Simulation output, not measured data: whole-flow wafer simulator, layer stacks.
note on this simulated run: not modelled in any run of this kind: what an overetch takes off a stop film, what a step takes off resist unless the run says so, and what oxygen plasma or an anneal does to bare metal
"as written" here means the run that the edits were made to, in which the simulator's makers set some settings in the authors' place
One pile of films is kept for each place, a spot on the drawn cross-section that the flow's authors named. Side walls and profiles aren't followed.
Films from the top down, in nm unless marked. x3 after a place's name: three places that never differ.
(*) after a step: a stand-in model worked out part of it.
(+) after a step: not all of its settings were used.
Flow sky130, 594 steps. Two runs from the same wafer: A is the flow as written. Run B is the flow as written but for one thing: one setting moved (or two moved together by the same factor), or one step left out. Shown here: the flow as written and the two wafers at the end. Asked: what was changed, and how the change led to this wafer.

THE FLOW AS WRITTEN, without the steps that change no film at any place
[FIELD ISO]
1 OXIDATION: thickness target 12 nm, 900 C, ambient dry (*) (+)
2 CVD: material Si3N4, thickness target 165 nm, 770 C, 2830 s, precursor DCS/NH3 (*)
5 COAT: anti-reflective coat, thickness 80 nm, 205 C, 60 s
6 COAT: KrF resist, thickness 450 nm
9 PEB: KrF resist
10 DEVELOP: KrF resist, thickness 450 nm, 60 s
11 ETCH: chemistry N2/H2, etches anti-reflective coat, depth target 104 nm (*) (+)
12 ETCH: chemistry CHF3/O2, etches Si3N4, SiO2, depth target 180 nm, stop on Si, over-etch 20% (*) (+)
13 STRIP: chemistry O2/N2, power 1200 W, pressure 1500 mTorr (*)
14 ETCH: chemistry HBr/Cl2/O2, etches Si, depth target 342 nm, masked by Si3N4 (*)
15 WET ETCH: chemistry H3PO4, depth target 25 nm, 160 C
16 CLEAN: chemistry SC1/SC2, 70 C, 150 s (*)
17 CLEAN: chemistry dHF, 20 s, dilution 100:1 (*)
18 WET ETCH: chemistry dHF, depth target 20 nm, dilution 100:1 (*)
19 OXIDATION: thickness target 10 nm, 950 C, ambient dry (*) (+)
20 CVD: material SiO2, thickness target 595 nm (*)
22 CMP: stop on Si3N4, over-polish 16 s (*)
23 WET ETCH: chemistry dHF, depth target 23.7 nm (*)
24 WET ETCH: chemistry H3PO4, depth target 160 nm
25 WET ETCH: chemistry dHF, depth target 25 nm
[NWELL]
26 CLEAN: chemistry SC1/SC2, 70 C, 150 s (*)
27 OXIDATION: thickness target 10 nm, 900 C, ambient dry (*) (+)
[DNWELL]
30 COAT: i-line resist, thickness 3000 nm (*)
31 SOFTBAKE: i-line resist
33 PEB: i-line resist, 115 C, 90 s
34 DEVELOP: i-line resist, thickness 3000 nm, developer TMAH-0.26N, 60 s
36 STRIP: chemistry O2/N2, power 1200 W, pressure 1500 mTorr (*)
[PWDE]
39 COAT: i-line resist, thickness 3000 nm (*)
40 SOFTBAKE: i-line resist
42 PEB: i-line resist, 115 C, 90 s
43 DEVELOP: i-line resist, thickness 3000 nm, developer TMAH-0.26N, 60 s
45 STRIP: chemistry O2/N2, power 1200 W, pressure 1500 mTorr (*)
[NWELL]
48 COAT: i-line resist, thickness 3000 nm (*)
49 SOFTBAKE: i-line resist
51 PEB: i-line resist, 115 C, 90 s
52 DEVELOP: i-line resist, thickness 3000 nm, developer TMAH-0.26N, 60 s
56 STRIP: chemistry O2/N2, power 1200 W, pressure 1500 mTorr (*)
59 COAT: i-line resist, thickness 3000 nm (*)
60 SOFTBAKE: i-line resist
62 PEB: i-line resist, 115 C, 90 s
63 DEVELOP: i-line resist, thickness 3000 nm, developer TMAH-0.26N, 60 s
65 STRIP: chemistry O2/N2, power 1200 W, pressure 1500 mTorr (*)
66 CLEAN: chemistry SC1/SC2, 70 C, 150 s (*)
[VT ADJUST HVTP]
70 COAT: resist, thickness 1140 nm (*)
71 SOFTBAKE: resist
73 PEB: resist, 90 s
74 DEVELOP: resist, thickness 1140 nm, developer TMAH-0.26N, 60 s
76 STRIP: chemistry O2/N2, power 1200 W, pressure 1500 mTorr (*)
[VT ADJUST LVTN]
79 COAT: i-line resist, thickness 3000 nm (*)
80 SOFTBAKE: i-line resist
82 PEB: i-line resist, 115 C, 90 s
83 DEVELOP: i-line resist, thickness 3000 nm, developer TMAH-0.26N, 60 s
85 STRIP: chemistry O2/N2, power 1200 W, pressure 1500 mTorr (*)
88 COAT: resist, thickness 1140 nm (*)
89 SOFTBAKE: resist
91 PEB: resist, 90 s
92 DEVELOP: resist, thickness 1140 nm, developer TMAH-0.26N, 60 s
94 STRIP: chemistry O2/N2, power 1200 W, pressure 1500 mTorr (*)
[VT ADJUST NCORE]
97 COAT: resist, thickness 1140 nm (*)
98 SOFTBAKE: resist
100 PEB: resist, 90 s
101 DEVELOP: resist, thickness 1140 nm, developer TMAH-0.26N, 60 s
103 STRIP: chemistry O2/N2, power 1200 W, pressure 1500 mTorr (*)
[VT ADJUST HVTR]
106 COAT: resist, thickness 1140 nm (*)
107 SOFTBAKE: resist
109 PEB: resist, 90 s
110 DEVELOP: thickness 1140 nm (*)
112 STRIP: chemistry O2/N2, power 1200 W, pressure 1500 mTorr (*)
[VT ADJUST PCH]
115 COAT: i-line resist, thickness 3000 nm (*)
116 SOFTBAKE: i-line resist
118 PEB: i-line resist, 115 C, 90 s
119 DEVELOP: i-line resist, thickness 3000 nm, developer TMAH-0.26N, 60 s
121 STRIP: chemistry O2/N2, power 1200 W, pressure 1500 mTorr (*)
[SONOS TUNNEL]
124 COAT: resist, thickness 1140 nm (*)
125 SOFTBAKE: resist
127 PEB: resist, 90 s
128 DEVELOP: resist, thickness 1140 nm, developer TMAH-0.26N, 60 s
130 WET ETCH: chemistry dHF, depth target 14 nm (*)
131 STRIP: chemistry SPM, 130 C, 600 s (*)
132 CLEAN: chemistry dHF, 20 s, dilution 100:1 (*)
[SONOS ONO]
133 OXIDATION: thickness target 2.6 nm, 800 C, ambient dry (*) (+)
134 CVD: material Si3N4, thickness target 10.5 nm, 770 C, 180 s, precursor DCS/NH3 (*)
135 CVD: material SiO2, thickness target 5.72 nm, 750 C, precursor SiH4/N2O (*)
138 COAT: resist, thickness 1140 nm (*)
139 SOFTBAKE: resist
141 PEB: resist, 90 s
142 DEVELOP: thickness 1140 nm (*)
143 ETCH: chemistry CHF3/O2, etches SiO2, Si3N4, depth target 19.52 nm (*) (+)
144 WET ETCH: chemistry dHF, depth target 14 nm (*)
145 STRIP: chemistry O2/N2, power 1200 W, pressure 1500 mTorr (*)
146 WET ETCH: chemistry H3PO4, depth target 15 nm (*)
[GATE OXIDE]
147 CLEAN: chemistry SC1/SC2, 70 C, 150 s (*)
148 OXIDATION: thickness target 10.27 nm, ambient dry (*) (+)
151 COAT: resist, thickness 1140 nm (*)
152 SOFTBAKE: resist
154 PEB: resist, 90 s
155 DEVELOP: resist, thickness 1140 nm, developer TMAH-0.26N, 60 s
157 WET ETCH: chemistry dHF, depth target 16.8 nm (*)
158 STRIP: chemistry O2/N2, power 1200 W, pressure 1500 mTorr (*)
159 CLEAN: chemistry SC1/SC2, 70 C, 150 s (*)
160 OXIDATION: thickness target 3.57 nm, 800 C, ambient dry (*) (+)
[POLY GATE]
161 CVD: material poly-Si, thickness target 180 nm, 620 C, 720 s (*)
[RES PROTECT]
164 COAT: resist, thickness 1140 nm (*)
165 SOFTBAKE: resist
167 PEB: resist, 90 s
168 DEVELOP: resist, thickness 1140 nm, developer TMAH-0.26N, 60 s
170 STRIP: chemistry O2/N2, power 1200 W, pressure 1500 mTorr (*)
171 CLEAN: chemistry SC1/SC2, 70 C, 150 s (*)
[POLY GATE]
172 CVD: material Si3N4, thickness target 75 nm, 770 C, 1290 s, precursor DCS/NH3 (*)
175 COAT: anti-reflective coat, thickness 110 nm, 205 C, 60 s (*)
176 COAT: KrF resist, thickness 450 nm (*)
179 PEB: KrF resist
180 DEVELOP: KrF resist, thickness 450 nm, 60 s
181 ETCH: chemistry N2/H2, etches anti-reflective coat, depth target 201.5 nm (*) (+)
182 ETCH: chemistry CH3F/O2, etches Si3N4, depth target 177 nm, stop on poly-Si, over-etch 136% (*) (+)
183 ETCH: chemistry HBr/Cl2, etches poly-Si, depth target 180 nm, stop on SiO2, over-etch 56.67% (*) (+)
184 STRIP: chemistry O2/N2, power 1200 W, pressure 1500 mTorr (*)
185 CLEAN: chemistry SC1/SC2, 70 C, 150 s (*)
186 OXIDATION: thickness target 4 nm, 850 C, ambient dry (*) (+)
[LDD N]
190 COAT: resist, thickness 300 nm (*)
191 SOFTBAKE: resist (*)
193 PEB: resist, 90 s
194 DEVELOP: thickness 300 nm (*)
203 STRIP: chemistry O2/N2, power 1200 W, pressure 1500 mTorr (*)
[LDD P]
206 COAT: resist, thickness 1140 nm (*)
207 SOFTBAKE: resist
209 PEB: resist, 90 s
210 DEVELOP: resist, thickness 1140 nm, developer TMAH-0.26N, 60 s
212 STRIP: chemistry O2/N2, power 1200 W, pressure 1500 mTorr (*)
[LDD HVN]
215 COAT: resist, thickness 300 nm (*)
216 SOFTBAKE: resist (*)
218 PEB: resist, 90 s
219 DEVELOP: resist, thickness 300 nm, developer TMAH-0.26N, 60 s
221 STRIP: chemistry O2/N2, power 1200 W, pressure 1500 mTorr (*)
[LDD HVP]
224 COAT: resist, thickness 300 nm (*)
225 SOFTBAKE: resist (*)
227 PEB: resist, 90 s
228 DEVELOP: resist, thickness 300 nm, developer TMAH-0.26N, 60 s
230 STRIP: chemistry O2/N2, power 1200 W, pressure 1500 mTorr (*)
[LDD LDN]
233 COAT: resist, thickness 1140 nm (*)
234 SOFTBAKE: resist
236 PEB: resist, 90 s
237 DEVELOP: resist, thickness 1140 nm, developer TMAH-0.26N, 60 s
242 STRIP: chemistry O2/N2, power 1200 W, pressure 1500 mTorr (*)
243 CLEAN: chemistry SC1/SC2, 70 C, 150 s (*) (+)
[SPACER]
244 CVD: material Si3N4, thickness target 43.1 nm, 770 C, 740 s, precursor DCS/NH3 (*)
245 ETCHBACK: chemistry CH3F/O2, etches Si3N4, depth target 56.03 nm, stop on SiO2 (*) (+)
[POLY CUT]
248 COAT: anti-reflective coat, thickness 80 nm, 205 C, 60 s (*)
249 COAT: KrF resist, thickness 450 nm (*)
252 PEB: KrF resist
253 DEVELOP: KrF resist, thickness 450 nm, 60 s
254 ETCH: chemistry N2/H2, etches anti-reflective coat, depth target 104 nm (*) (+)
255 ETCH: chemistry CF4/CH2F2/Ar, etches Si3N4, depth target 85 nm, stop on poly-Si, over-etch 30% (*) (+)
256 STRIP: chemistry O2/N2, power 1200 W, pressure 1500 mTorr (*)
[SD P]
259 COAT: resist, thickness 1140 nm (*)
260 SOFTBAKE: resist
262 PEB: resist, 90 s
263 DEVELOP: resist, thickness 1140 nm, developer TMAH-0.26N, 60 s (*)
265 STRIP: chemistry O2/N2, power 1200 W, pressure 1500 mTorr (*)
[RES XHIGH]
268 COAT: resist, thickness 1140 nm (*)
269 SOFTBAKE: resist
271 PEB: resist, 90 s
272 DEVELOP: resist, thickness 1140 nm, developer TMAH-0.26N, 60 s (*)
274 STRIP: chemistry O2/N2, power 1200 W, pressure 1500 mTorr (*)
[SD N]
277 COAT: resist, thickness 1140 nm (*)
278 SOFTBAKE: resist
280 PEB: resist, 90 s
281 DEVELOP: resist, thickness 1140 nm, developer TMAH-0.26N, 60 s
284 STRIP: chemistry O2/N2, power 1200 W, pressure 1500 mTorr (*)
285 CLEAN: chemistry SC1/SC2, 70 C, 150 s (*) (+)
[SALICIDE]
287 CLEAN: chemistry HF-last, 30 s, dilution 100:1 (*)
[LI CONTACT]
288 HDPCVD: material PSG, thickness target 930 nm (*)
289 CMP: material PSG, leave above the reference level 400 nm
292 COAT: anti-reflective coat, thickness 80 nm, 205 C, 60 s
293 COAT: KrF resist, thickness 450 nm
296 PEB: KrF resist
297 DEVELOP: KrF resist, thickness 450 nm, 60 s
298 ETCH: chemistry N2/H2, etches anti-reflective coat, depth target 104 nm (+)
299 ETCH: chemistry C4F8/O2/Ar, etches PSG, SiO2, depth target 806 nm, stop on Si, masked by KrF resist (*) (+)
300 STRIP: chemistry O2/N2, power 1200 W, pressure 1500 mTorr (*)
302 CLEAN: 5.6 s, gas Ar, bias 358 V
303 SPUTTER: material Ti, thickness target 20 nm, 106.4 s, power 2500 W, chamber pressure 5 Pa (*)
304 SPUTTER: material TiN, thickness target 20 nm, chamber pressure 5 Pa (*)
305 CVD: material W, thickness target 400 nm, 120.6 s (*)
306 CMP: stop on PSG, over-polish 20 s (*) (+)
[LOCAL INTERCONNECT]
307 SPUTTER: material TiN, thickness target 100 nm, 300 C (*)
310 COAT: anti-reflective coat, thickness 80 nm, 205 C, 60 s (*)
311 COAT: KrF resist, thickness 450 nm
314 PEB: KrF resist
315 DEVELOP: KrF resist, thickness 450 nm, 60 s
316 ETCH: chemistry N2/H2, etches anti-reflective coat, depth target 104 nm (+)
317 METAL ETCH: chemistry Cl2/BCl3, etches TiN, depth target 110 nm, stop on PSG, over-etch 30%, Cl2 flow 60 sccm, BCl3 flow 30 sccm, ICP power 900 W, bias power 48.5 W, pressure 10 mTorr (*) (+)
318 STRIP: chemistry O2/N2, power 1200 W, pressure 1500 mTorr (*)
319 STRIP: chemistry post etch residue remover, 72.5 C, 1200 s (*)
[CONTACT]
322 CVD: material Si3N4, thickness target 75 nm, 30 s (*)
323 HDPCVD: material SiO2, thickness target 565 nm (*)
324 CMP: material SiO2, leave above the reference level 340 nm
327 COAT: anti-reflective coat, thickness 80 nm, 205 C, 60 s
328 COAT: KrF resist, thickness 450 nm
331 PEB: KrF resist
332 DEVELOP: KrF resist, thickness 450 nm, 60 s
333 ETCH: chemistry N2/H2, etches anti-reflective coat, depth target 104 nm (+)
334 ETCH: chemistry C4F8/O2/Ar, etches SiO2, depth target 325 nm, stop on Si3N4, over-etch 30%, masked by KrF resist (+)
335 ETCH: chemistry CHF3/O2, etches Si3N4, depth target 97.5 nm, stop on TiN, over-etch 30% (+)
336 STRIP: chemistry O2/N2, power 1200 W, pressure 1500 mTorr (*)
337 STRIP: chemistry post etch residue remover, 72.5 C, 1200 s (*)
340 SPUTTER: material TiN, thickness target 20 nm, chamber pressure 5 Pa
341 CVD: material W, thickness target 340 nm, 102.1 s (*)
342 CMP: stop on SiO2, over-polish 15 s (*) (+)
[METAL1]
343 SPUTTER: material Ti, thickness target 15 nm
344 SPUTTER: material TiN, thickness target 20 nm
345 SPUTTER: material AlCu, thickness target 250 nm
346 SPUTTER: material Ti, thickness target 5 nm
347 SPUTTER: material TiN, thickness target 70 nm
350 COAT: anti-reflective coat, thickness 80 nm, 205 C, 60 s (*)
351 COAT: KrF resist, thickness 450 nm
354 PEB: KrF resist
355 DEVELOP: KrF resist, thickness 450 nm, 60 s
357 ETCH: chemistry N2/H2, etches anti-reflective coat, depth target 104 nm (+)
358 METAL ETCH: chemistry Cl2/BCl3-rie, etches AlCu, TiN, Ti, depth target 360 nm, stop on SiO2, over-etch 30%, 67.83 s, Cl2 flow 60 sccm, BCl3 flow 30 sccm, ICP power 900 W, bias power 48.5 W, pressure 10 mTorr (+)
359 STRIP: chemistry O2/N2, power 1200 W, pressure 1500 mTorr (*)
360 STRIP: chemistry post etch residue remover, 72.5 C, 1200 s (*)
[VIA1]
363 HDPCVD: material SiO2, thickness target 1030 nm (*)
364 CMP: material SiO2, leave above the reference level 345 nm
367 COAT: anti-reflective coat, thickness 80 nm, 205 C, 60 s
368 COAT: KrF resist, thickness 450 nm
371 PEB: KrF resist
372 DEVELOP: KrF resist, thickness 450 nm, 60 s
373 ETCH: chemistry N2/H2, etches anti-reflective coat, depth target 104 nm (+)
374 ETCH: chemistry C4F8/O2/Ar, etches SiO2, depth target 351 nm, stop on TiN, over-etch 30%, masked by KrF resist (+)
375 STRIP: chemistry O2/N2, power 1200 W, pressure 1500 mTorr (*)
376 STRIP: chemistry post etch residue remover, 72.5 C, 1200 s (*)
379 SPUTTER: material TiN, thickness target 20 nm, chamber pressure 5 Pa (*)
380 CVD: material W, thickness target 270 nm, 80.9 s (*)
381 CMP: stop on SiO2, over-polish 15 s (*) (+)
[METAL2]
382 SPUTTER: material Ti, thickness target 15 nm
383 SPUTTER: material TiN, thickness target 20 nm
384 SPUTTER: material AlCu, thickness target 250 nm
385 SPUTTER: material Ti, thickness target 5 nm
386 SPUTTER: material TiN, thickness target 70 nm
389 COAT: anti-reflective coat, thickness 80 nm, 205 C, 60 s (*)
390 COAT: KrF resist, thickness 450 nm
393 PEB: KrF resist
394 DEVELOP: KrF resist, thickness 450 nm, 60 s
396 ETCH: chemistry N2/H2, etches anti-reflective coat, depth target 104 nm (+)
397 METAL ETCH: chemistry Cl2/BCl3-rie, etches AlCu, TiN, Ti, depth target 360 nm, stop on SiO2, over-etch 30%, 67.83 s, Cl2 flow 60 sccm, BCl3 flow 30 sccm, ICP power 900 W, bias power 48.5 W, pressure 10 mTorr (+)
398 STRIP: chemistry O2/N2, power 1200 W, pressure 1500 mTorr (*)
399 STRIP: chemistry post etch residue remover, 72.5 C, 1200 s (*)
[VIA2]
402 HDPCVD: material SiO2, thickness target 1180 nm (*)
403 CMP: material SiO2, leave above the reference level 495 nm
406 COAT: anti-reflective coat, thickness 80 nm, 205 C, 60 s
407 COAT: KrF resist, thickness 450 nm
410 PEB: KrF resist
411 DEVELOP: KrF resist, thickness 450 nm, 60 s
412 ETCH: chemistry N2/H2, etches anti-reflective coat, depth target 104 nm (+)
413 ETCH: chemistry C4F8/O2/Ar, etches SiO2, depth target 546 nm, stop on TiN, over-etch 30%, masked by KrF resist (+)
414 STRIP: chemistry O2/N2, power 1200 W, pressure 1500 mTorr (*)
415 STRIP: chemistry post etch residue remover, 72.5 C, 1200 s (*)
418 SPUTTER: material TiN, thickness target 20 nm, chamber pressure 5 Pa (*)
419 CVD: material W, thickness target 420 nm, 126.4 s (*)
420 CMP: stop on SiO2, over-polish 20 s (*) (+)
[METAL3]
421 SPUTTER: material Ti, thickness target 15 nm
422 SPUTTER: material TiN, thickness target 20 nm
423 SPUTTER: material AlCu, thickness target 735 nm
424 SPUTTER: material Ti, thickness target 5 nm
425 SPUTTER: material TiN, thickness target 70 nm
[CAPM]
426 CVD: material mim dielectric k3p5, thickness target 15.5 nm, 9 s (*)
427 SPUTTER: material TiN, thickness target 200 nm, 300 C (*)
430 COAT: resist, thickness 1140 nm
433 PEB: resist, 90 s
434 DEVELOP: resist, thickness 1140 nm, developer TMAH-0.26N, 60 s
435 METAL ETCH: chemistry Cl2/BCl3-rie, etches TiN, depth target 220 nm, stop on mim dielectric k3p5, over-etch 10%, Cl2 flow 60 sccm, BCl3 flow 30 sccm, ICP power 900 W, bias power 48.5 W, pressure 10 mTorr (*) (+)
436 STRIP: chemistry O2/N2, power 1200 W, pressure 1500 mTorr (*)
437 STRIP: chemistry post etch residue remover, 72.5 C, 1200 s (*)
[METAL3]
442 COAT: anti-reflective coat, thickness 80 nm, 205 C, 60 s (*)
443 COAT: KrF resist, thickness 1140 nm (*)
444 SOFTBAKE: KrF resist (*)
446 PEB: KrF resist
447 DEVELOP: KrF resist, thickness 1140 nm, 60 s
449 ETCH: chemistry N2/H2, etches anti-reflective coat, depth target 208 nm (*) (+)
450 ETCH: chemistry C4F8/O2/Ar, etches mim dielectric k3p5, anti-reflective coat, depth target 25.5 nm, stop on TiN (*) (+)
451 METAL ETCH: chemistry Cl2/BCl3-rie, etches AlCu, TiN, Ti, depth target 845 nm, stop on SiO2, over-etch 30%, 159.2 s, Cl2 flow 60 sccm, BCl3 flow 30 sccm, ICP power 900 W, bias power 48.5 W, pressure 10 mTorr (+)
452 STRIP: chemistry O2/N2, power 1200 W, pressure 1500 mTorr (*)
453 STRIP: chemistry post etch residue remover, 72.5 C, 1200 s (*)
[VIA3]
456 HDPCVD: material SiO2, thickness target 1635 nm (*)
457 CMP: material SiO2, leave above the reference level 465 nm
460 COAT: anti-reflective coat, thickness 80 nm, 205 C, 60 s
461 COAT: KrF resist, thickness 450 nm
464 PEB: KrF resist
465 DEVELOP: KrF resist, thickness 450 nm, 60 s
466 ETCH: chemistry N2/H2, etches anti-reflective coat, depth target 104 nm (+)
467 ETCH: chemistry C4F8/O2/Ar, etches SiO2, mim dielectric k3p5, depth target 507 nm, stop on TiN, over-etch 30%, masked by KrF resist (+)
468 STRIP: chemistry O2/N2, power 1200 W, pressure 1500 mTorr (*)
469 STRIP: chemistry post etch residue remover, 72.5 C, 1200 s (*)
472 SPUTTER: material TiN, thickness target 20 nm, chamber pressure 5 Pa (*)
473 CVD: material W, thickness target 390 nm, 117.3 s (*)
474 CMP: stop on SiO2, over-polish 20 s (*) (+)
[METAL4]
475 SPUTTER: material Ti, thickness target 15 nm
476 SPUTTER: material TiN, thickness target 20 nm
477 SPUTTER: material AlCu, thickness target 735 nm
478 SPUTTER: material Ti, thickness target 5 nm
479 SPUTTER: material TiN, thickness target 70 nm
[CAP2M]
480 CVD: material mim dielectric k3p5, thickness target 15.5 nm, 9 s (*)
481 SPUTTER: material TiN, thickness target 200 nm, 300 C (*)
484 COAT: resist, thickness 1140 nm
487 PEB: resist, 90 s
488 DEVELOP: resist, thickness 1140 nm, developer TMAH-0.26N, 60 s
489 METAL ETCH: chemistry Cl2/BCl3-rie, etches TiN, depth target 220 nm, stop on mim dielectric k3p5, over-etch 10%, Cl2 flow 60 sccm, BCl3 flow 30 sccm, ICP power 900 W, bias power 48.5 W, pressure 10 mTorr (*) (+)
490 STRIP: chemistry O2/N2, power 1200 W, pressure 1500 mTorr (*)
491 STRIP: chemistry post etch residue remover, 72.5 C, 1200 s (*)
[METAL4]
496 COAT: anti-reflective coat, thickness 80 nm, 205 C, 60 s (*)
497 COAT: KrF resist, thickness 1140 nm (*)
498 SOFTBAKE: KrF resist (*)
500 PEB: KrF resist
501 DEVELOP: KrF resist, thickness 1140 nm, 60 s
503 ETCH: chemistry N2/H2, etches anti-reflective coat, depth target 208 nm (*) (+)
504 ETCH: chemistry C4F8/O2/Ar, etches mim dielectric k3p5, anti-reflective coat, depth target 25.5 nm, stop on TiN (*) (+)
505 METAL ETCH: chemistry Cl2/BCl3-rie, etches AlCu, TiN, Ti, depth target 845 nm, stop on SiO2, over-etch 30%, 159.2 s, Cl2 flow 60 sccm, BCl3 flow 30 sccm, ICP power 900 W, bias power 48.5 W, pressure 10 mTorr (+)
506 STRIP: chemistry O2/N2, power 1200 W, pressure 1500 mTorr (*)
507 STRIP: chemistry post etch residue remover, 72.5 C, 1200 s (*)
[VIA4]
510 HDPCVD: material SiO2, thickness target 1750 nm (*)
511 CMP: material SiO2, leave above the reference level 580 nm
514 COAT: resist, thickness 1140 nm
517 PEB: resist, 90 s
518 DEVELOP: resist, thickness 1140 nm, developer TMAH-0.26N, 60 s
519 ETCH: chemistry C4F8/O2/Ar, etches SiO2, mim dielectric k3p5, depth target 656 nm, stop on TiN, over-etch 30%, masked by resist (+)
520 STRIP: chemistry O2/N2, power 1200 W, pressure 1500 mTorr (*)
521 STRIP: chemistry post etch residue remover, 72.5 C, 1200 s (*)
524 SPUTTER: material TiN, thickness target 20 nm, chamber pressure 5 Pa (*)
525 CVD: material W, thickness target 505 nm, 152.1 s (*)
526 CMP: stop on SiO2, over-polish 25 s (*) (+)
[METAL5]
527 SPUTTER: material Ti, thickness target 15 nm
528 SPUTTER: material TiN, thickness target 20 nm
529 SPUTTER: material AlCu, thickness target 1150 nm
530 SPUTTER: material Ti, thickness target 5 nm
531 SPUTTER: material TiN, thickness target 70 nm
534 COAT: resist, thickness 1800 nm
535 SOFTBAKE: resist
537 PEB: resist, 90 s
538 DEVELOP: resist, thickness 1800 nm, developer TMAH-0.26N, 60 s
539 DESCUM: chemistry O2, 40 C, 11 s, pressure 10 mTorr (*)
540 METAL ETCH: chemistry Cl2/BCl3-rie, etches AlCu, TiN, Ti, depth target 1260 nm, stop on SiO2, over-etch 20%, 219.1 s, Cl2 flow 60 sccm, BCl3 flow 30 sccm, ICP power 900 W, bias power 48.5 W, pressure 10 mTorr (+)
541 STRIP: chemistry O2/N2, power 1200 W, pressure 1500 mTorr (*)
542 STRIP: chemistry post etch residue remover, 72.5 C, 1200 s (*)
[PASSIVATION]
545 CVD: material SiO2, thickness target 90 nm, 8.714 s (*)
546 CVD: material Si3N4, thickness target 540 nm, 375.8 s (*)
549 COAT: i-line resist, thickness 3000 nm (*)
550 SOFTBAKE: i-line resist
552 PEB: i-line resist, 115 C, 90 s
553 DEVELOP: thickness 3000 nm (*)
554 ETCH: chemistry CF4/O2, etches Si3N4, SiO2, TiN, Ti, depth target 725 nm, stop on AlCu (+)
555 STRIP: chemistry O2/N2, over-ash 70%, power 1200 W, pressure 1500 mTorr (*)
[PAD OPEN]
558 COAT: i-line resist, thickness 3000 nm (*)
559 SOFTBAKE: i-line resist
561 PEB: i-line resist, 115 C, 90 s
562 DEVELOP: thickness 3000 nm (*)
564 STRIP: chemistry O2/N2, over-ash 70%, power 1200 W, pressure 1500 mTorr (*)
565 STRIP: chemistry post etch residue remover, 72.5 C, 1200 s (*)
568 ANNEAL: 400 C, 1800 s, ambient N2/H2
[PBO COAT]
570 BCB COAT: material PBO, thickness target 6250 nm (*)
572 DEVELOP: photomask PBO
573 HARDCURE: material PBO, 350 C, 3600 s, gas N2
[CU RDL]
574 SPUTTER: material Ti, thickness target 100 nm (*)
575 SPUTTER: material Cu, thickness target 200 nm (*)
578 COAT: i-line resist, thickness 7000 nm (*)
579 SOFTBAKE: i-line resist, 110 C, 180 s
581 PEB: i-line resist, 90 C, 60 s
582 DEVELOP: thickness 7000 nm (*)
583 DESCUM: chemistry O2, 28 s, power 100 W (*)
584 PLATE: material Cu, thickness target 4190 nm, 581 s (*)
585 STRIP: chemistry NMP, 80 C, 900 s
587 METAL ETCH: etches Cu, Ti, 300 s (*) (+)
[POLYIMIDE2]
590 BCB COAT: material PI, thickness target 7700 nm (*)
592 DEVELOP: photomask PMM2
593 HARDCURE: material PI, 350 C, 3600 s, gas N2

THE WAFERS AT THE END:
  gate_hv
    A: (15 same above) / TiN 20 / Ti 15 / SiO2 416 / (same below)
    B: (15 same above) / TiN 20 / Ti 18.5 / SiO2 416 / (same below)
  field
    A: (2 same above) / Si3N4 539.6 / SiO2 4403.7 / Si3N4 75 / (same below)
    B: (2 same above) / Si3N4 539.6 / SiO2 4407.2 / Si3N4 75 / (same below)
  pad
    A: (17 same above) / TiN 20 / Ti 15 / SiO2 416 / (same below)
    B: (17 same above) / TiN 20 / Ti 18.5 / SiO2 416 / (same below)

The cause: step 421, SPUTTER: thickness target 18.5 nm was run, where the flow has thickness target 15 nm.
It can be read off the wafer: gate_hv has Ti 18.5, and step 421 as written asks for 15 nm.

How the change led to this, step by step:
  421 SPUTTER: material Ti, thickness target 15 nm
      field, active, n_well and 188 more: A Ti +15 (new film) | B Ti +18.5 (new film)
  451 METAL ETCH: chemistry Cl2/BCl3-rie, etches AlCu, TiN, Ti, depth target 845 nm, stop on SiO2, over-etch 30%, 159.2 s, Cl2 flow 60 sccm, BCl3 flow 30 sccm, ICP power 900 W, bias power 48.5 W, pressure 10 mTorr (+)
      field, active, gate and 69 more: A TiN -70 (all of it), Ti -5 (all of it), AlCu -735 (all of it), TiN -20 (all of it), Ti -15 (all of it), SiO2 -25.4 | B TiN -70 (all of it), Ti -5 (all of it), AlCu -735 (all of it), TiN -20 (all of it), Ti -18.5 (all of it), SiO2 -25
      vpp_ln, vpp_iso2, ndiff_ln and 10 more: A TiN -70 (all of it), Ti -5 (all of it), AlCu -735 (all of it), TiN -20 (all of it), Ti -15 (all of it), SiO2 -25.3 | B TiN -70 (all of it), Ti -5 (all of it), AlCu -735 (all of it), TiN -20 (all of it), Ti -18.5 (all of it), SiO2 -25
